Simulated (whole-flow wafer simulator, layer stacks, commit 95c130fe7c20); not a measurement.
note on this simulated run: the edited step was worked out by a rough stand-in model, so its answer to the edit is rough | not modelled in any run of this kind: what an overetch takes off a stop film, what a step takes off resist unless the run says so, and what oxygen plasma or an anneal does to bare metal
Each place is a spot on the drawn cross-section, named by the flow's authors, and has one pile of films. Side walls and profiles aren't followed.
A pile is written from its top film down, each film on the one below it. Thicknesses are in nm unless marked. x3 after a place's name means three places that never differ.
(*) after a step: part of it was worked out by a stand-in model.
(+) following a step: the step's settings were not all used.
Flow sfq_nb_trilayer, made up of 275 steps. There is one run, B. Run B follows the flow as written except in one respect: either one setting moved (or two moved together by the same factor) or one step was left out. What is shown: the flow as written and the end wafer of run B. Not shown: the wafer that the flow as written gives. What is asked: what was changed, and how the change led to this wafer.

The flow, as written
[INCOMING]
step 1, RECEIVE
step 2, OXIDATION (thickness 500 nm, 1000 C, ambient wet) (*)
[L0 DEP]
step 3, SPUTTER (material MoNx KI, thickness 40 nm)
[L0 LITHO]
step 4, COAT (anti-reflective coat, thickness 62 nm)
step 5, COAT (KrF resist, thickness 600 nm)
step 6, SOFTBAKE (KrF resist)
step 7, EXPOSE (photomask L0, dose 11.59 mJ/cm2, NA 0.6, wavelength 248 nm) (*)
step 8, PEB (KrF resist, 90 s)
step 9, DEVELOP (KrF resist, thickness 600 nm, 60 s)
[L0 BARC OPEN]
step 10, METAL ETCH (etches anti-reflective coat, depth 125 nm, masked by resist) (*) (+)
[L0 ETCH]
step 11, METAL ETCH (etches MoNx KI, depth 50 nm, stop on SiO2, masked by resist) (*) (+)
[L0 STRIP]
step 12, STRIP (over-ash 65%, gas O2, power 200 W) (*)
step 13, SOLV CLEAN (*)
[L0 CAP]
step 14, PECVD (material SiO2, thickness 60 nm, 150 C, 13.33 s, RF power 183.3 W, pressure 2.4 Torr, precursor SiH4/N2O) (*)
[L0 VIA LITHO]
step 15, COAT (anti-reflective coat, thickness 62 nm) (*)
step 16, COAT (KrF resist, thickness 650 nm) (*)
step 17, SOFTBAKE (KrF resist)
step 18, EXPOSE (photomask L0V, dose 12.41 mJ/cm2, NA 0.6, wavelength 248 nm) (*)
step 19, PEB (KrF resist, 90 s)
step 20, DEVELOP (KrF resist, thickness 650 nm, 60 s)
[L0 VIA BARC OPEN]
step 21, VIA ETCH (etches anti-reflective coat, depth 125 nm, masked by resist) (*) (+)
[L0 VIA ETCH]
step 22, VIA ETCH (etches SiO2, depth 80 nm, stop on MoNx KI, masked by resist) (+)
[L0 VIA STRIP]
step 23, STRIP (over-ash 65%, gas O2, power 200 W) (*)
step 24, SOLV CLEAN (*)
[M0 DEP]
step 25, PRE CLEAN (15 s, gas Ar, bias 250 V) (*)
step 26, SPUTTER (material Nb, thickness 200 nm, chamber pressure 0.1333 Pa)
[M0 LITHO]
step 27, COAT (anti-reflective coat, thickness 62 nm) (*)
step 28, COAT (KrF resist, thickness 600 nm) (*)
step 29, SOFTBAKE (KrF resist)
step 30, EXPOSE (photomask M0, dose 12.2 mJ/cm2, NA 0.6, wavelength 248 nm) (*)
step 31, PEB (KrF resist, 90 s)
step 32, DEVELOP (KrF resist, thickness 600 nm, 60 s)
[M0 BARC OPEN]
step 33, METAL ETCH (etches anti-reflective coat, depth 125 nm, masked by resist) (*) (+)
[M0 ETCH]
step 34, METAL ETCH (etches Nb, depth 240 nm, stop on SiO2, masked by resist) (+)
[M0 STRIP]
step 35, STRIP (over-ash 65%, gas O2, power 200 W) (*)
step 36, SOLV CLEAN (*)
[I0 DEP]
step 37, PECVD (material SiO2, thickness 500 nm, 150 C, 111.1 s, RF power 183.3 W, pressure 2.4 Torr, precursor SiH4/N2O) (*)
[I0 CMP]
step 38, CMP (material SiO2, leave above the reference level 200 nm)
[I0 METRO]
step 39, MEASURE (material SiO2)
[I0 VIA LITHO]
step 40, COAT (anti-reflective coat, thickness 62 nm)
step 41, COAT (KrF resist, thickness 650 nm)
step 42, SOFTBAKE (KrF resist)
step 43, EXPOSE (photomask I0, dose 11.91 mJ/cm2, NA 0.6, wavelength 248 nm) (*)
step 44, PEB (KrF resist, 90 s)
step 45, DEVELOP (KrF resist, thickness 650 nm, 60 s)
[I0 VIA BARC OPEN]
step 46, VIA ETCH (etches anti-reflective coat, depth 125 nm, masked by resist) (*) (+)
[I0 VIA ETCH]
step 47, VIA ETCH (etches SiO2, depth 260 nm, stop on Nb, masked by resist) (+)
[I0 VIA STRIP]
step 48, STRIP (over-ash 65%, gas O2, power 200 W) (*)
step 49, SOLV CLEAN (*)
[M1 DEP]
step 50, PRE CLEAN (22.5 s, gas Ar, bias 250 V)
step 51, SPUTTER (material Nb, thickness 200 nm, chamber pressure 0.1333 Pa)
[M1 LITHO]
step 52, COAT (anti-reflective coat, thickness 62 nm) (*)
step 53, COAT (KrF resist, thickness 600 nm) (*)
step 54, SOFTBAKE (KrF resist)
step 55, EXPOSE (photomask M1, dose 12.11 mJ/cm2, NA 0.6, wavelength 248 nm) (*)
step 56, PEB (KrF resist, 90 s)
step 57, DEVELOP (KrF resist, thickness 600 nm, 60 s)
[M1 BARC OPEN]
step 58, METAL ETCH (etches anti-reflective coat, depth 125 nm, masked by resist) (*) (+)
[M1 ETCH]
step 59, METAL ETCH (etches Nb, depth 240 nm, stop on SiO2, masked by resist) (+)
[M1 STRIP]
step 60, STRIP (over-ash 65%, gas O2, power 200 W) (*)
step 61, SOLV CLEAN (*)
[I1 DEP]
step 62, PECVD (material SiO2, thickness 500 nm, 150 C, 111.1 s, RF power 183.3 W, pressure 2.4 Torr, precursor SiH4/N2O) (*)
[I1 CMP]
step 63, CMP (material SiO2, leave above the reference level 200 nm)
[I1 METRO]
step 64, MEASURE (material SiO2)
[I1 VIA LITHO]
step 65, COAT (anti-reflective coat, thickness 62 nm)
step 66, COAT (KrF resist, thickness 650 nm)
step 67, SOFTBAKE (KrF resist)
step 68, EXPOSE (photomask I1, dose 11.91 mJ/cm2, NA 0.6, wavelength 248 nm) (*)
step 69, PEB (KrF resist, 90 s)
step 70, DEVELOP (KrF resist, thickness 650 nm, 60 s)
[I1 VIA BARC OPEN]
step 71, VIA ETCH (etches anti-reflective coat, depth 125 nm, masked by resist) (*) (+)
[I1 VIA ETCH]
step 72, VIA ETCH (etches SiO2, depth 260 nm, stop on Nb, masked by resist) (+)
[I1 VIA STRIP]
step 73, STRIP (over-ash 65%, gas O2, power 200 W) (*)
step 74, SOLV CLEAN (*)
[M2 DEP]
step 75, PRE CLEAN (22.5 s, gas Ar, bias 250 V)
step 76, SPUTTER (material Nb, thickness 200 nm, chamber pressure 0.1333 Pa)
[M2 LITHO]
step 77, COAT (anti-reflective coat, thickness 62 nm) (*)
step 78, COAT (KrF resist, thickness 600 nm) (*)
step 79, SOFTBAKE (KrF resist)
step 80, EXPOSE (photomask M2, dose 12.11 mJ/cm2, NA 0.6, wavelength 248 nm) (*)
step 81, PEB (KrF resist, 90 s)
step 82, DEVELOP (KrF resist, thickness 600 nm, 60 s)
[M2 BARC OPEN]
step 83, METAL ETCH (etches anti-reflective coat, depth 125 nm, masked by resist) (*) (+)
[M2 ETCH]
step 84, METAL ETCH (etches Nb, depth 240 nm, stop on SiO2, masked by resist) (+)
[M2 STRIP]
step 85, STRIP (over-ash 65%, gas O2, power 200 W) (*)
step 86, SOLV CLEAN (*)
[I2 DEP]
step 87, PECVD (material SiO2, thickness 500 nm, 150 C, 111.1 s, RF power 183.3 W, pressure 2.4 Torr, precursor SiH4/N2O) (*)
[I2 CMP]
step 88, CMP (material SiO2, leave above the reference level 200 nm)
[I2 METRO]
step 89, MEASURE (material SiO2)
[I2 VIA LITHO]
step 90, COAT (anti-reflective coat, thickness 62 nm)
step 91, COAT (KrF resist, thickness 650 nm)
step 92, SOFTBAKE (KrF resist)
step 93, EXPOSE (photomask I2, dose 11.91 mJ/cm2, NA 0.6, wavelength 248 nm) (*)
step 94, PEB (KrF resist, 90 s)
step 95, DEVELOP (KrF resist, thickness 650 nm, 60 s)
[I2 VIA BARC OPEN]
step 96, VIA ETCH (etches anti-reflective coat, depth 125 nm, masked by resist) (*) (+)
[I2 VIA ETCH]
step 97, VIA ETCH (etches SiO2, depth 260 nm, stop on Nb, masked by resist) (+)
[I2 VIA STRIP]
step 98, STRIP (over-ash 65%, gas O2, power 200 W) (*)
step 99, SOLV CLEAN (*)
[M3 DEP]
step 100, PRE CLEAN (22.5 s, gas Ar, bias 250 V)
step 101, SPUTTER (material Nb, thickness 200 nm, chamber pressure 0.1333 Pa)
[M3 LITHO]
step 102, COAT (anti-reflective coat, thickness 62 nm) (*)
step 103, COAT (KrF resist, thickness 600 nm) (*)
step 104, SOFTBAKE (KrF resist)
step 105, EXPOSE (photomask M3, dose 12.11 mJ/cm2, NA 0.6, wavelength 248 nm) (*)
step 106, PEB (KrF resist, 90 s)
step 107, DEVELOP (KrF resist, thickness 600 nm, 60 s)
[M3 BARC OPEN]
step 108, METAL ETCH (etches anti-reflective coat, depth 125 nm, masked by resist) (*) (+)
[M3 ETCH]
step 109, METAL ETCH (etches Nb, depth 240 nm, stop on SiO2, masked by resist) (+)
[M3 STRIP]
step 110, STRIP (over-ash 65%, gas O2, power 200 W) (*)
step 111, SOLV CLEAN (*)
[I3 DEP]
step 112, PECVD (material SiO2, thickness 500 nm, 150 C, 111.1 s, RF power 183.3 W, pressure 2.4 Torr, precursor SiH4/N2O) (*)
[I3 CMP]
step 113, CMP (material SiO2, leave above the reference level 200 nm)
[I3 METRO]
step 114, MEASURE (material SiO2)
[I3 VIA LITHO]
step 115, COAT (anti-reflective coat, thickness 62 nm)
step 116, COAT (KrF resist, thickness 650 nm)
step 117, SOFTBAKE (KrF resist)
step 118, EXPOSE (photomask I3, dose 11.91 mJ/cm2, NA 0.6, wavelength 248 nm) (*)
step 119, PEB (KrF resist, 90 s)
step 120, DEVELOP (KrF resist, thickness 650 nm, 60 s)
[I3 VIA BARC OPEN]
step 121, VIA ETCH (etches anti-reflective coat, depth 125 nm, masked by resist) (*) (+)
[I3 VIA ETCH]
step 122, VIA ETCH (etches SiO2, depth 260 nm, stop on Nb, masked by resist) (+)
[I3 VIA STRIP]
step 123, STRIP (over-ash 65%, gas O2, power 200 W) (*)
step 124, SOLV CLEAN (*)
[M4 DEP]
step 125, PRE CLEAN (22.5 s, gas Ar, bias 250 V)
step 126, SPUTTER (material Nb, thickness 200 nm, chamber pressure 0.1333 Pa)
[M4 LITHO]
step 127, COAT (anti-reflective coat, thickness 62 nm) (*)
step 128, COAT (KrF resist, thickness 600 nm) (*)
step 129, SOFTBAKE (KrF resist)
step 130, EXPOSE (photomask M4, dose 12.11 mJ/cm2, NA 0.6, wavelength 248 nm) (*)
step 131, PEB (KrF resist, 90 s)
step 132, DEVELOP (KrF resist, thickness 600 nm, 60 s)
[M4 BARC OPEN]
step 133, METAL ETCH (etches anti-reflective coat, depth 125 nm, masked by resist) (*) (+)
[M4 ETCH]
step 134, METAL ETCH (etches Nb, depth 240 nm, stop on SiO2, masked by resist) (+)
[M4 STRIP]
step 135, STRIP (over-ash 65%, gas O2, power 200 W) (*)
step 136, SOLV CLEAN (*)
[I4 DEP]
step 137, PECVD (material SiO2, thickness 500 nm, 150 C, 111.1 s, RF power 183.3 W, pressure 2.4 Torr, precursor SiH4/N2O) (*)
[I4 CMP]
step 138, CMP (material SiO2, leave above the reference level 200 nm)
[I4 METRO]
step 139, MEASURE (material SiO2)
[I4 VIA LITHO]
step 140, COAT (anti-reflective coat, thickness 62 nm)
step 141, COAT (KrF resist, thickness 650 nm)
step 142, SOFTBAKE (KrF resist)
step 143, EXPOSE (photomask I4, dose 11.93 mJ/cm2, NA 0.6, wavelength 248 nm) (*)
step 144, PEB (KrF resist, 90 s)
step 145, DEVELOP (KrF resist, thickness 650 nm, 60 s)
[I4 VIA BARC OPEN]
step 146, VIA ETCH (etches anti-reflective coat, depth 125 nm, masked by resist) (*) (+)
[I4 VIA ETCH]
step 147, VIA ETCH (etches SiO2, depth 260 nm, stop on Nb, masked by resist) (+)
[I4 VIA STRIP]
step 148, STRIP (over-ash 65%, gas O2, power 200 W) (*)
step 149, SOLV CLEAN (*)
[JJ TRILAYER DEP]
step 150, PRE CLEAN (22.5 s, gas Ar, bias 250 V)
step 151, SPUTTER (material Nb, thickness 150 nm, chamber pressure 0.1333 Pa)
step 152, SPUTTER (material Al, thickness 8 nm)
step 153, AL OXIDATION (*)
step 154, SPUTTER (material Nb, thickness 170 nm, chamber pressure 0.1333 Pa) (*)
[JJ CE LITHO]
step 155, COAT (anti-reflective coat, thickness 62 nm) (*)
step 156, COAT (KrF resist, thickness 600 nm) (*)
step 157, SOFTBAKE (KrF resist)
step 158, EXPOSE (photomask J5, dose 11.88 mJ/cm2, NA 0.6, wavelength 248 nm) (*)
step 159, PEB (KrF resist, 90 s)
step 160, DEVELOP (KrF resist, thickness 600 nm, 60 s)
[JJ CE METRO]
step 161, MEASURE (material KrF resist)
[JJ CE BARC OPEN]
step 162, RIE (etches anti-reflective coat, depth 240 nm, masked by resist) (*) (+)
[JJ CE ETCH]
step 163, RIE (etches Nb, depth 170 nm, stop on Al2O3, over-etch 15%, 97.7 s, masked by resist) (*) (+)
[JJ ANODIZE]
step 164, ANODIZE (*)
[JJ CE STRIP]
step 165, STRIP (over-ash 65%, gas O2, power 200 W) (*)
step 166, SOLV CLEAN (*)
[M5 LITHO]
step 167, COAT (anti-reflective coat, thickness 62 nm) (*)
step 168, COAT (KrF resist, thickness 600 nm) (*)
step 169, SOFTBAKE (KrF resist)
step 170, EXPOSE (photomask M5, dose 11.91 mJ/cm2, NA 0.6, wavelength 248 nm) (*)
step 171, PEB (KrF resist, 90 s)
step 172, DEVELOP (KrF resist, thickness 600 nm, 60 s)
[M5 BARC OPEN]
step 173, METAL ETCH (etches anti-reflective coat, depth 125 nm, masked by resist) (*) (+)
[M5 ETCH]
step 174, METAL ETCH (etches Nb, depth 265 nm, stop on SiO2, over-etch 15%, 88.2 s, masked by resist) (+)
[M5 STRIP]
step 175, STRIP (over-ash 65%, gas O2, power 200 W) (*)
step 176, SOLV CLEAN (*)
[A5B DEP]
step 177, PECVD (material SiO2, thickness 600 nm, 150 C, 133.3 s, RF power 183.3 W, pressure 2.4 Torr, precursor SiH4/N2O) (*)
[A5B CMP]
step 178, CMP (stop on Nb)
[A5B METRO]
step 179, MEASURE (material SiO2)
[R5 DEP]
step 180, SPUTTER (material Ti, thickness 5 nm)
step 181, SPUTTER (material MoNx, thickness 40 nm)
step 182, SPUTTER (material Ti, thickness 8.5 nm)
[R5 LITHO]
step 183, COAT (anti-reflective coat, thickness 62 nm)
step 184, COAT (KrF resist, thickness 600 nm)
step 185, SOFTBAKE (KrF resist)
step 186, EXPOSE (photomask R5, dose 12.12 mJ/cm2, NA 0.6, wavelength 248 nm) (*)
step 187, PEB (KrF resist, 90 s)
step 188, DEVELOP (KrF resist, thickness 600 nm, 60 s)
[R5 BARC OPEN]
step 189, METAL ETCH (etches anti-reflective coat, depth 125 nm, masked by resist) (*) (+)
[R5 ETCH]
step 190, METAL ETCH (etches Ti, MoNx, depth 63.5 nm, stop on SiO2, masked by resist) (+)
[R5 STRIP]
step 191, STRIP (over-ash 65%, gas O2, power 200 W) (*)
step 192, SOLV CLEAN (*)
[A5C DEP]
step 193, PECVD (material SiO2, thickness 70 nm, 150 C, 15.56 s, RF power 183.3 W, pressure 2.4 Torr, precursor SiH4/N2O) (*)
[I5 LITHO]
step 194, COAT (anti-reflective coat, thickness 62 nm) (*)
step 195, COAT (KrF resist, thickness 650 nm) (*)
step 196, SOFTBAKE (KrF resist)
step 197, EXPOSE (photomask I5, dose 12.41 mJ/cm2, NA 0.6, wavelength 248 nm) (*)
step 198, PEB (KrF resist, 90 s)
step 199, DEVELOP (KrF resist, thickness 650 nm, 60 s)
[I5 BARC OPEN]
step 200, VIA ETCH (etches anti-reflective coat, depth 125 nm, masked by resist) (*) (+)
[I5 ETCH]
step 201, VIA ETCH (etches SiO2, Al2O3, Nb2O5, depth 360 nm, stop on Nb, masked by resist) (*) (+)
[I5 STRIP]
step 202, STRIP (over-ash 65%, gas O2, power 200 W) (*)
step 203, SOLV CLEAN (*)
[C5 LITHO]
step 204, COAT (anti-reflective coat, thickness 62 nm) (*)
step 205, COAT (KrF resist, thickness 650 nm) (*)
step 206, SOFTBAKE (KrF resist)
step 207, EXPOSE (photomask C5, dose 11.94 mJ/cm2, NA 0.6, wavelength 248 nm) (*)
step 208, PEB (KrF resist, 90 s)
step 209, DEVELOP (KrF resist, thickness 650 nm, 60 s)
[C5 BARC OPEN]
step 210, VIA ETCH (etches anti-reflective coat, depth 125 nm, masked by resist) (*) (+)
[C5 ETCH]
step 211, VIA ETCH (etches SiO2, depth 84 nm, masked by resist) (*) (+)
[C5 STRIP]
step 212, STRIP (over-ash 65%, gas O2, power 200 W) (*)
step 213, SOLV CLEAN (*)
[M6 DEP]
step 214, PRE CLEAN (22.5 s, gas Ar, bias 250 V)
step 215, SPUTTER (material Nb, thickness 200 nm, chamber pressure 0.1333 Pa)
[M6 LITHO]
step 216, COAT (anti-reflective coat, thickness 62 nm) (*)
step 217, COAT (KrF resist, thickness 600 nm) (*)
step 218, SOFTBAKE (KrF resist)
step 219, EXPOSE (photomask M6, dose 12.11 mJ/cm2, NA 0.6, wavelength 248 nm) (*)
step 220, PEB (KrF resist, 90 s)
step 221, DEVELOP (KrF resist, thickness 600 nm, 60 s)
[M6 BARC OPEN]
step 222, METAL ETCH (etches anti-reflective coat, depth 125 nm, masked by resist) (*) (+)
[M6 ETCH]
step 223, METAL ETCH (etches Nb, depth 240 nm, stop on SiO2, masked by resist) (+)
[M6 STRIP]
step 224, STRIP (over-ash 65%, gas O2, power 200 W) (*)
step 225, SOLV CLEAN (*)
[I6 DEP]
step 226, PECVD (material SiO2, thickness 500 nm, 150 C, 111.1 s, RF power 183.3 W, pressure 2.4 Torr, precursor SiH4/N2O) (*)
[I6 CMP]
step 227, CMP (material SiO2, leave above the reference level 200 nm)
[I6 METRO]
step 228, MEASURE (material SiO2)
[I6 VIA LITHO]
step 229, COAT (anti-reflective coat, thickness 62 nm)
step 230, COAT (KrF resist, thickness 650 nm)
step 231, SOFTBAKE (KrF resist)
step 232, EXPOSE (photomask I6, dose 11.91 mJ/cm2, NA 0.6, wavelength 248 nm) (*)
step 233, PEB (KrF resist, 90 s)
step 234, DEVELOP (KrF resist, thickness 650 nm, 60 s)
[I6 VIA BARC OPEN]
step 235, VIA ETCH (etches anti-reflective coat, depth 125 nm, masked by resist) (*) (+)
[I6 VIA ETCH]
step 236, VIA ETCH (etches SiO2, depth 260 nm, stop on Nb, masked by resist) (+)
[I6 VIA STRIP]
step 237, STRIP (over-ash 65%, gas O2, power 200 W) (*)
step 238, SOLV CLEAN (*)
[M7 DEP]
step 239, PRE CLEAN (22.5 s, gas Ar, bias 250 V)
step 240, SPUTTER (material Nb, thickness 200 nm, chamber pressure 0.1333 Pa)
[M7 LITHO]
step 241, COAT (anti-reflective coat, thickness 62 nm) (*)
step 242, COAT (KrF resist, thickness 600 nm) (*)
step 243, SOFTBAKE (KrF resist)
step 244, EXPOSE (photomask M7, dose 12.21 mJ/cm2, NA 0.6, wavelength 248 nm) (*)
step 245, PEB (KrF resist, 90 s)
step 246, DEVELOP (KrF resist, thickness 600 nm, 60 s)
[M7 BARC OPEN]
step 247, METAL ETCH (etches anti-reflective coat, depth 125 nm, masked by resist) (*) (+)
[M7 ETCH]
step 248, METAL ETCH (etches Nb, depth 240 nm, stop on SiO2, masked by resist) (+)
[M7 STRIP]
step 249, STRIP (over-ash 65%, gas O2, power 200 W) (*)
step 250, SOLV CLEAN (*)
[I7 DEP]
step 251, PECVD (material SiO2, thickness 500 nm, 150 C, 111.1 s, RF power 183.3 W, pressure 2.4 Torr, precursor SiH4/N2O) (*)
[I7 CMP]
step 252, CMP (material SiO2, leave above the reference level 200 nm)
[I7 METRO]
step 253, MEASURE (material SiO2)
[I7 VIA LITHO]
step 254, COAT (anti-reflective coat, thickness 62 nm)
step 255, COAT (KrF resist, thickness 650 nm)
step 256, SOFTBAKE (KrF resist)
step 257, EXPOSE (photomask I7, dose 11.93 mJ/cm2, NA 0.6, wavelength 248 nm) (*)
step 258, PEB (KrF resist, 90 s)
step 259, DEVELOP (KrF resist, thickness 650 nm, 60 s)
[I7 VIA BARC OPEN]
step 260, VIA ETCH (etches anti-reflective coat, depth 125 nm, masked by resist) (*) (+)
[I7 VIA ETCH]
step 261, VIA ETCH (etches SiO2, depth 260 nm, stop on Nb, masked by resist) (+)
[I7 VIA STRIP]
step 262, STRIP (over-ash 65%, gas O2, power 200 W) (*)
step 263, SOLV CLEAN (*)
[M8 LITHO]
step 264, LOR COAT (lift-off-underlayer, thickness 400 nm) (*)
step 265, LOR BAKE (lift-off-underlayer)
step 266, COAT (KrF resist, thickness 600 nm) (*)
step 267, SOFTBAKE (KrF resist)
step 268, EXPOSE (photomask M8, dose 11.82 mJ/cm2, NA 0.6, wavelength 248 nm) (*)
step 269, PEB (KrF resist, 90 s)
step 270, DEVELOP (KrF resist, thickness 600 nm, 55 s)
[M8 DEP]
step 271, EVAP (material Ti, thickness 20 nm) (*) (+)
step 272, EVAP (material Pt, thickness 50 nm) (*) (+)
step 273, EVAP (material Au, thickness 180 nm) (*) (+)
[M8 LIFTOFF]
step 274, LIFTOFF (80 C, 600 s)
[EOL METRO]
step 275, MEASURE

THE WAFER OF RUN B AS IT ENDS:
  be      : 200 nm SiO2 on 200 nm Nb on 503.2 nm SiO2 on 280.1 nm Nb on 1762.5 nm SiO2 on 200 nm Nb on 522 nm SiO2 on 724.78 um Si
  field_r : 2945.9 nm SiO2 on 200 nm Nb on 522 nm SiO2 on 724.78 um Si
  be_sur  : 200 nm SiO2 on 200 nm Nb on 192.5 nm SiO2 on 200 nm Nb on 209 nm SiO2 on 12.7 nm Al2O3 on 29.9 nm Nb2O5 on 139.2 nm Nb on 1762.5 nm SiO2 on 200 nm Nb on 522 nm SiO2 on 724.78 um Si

Cause: step 14, PECVD: thickness 27 nm was run, whereas the flow has thickness 60 nm; step 14, PECVD: 6 s was run, where the flow has 13.33 s.

Step by step, how the change led to this:
  step 14, PECVD (material SiO2, thickness 60 nm, 150 C, 13.33 s, RF power 183.3 W, pressure 2.4 Torr, precursor SiH4/N2O) (*)
      v_sur, via_wl, via_w and 97 more: SiO2 gains 27 (as written it would have been: SiO2 gains 60)
      field_l, l0_sur, l0v, l0r_line_l, l0r_line_c, l0r_line_r: SiO2 gains 27 (new film) (as written it would have been: SiO2 gains 60 (new film))
  step 22, VIA ETCH (etches SiO2, depth 80 nm, stop on MoNx KI, masked by resist) (+)
      field_l, v_sur, via_wl and 102 more: KrF resist loses 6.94 (as written it would have been: KrF resist loses 13.8)
      l0v: SiO2 loses 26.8 (all of it) (as written it would have been: SiO2 loses 59.8 (all of it))
  step 26, SPUTTER (material Nb, thickness 200 nm, chamber pressure 0.1333 Pa)
      l0v: Nb gains 200 (new film) (as written it would have been: Nb gains 195.7 (new film))
  step 27, COAT (anti-reflective coat, thickness 62 nm) (*)
      l0_sur: anti-reflective coat gains 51 (new film) (as written it would have been: anti-reflective coat gains 47.5 (new film))
      l0v: anti-reflective coat gains 67.8 (new film) (as written it would have been: anti-reflective coat gains 78 (new film))
  step 28, COAT (KrF resist, thickness 600 nm) (*)
      l0v: KrF resist gains 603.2 (new film) (as written it would have been: KrF resist gains 622.9 (new film))
  step 35, STRIP (over-ash 65%, gas O2, power 200 W) (*)
      l0_sur: KrF resist loses 373.9 (all of it), anti-reflective coat loses 51 (all of it) (as written it would have been: KrF resist loses 372 (all of it), anti-reflective coat loses 47.5 (all of it))
      l0v: KrF resist loses 385.6 (all of it), anti-reflective coat loses 67.8 (all of it) (as written it would have been: KrF resist loses 405.3 (all of it), anti-reflective coat loses 78 (all of it))
  step 38, CMP (material SiO2, leave above the reference level 200 nm)
      l0v: SiO2 loses 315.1 (as written it would have been: SiO2 loses 277.8)
